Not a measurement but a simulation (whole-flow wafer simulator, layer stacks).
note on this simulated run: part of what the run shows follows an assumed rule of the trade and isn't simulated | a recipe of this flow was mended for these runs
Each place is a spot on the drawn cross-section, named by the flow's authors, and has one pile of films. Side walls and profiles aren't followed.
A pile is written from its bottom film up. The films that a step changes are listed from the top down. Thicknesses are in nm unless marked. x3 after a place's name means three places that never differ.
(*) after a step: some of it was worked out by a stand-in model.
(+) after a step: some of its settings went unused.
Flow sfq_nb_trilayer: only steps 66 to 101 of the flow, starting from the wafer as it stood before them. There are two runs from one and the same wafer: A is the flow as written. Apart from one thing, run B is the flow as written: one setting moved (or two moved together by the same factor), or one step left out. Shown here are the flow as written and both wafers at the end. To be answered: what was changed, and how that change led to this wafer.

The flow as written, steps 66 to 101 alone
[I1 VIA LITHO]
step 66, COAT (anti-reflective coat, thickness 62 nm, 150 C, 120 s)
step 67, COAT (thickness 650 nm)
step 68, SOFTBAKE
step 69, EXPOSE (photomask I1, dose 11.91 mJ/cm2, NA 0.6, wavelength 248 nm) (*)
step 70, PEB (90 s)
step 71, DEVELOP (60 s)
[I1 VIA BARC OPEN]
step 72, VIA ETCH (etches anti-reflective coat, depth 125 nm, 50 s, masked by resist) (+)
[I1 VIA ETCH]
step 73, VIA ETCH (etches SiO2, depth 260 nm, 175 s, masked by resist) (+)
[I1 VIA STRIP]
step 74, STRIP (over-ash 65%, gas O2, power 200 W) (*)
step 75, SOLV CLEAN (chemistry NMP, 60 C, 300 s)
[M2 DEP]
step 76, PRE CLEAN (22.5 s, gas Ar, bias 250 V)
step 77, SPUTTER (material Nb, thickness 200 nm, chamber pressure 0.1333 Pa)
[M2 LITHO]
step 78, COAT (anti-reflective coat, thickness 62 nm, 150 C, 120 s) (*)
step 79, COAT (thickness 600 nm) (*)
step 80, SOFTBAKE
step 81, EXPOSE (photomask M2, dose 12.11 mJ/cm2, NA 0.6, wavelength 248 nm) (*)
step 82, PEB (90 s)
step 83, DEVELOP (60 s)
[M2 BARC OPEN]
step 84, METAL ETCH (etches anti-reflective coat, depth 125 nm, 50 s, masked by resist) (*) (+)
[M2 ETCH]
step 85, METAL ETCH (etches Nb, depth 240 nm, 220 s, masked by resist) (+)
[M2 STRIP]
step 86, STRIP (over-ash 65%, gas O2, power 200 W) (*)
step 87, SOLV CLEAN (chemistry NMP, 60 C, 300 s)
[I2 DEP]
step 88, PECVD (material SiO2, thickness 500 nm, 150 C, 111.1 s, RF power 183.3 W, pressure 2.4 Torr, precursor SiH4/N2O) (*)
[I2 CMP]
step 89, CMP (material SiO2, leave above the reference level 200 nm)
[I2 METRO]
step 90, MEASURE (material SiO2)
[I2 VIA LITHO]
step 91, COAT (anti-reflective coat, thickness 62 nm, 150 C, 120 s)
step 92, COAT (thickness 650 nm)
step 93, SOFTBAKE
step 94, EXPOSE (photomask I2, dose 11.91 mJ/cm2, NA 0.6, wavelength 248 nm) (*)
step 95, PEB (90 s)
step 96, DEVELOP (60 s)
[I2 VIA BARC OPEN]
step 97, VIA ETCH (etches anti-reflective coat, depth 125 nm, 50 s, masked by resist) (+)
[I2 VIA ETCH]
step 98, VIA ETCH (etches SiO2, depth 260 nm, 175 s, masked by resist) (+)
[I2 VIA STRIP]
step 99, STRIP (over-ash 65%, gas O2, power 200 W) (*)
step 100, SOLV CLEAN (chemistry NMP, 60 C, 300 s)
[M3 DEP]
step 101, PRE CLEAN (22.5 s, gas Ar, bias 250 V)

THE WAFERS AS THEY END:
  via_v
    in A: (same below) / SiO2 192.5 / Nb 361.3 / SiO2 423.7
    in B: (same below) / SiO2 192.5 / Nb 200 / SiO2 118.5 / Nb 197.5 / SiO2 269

What caused this: step 72, VIA ETCH: etches anti-reflective coat, depth 125 nm, 50 s, masked by resist (+), was omitted.

How this came from the change, step by step:
  step 73, VIA ETCH (etches SiO2, depth 260 nm, 175 s, masked by resist) (+)
      via_v: A -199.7 SiO2 (all of it), -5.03 Nb | B -62 anti-reflective coat (all of it), -74 SiO2
  step 74, STRIP (over-ash 65%, gas O2, power 200 W) (*)
      field_l, v_sur, via_wl and 102 more: A -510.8 KrF-resist-other-grade (all of it), -62 anti-reflective coat (all of it) | B -580.3 KrF-resist-other-grade (all of it), -62 anti-reflective coat (all of it)
  step 76, PRE CLEAN (22.5 s, gas Ar, bias 250 V)
      via_v: A -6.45 Nb | B -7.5 SiO2
  step 77, SPUTTER (material Nb, thickness 200 nm, chamber pressure 0.1333 Pa)
      via_v: A +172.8 Nb | B +197.5 Nb (new film)
  step 78, COAT (anti-reflective coat, thickness 62 nm, 150 C, 120 s) (*)
      v_sur: A +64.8 anti-reflective coat (new film) | B +63.5 anti-reflective coat (new film)
      via_wl: A +67.7 anti-reflective coat (new film) | B +64.4 anti-reflective coat (new film)
      (and at 7 other places as well)
  step 79, COAT (thickness 600 nm) (*)
      via_wr: A +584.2 KrF-resist-other-grade (new film) | B +597.7 KrF-resist-other-grade (new film)
      via_v: A +733.8 KrF-resist-other-grade (new film) | B +620.3 KrF-resist-other-grade (new film)
      (and at 1 other place as well)
  step 83, DEVELOP (60 s)
      be: A -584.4 KrF-resist-other-grade (all of it) | B -596.5 KrF-resist-other-grade (all of it)
  step 84, METAL ETCH (etches anti-reflective coat, depth 125 nm, 50 s, masked by resist) (*) (+)
      be: A -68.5 anti-reflective coat (all of it) | B -59.9 anti-reflective coat (all of it)
      be_sur: A -70.4 anti-reflective coat (all of it) | B -64.6 anti-reflective coat (all of it)
  step 86, STRIP (over-ash 65%, gas O2, power 200 W) (*)
      v_sur: A -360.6 KrF-resist-other-grade (all of it), -64.8 anti-reflective coat (all of it) | B -362.3 KrF-resist-other-grade (all of it), -63.5 anti-reflective coat (all of it)
      via_wl: A -357.4 KrF-resist-other-grade (all of it), -67.7 anti-reflective coat (all of it) | B -361.2 KrF-resist-other-grade (all of it), -64.4 anti-reflective coat (all of it)
      (and at 5 other places as well)
  step 88, PECVD (material SiO2, thickness 500 nm, 150 C, 111.1 s, RF power 183.3 W, pressure 2.4 Torr, precursor SiH4/N2O) (*)
      via_v: A +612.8 SiO2 (new film) | B +500 SiO2 (new film)
  step 89, CMP (material SiO2, leave above the reference level 200 nm)
      via_v: A -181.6 SiO2 | B -223.5 SiO2
With metal films that touch counted as one body, via_v has 3 bodies (between them, from the top down: SiO2 118.5; SiO2 192.5); the flow as written gives 2 bodies (between them, from the top down: SiO2 192.5).
